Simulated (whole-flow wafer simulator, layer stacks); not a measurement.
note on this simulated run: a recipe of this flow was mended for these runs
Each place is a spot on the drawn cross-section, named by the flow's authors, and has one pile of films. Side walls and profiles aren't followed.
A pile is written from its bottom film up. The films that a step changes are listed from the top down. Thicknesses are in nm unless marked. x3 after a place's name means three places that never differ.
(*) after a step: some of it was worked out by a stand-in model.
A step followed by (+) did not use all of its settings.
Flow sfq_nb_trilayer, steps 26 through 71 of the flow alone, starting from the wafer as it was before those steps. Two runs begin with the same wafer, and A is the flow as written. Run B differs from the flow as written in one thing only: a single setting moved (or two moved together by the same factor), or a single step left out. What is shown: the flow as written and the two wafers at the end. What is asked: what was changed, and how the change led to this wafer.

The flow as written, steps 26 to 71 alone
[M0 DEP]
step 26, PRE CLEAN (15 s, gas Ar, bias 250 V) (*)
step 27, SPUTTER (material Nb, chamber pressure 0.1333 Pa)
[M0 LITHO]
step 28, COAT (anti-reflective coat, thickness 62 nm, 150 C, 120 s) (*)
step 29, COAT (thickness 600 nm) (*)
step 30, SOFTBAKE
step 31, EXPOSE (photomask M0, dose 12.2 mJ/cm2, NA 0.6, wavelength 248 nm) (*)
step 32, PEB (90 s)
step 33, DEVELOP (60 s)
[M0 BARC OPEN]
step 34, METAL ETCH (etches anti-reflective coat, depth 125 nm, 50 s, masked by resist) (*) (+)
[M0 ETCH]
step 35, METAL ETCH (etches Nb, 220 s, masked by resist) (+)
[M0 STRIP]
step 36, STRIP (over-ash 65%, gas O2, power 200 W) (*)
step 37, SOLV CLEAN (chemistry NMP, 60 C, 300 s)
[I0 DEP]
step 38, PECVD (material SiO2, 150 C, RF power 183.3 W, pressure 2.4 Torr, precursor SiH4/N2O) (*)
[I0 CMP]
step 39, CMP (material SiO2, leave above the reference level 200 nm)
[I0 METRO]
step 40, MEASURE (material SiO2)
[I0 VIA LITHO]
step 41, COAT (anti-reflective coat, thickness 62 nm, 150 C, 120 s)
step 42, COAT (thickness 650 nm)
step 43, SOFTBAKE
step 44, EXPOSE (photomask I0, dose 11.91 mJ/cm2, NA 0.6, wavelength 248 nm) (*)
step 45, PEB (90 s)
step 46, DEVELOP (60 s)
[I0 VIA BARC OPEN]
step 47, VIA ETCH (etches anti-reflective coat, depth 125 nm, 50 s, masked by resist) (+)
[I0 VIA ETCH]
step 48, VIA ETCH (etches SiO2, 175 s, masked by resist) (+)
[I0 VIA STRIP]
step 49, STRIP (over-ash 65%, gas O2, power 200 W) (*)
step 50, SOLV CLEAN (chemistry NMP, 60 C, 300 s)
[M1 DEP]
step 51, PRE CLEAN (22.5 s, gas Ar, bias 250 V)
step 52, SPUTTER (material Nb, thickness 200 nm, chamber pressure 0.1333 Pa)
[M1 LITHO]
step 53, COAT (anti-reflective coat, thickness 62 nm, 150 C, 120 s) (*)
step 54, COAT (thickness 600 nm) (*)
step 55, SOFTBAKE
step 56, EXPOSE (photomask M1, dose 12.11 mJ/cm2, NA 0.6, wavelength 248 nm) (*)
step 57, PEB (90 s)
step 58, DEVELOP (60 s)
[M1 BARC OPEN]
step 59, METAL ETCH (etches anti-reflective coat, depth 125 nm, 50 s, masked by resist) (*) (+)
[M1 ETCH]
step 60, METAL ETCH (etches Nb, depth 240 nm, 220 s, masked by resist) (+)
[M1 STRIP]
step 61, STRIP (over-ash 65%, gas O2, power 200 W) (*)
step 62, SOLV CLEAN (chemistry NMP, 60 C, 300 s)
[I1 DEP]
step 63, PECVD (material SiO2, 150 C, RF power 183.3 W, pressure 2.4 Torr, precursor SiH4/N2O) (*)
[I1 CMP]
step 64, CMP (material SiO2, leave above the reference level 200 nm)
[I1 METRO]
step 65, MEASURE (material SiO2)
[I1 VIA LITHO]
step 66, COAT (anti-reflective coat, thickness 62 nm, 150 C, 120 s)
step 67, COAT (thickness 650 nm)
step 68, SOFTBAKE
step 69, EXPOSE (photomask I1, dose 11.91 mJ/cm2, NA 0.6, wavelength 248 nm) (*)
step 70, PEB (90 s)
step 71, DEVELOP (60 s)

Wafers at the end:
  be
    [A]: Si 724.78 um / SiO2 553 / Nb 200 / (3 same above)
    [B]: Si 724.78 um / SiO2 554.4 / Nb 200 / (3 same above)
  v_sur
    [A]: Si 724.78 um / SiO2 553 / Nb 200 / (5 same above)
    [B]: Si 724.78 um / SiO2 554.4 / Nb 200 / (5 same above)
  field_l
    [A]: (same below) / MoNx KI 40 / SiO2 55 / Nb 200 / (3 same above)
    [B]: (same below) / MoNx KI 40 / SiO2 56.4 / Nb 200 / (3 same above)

The reason: step 26, PRE CLEAN: bias 162 V was run, whereas the flow has bias 250 V.

How this came from the change, step by step:
  step 26, PRE CLEAN (15 s, gas Ar, bias 250 V) (*)
      field_l, v_sur, via_wl and 102 more: A -5 SiO2 | B -3.6 SiO2
      l0v: A -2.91 MoNx KI | B -1.85 MoNx KI
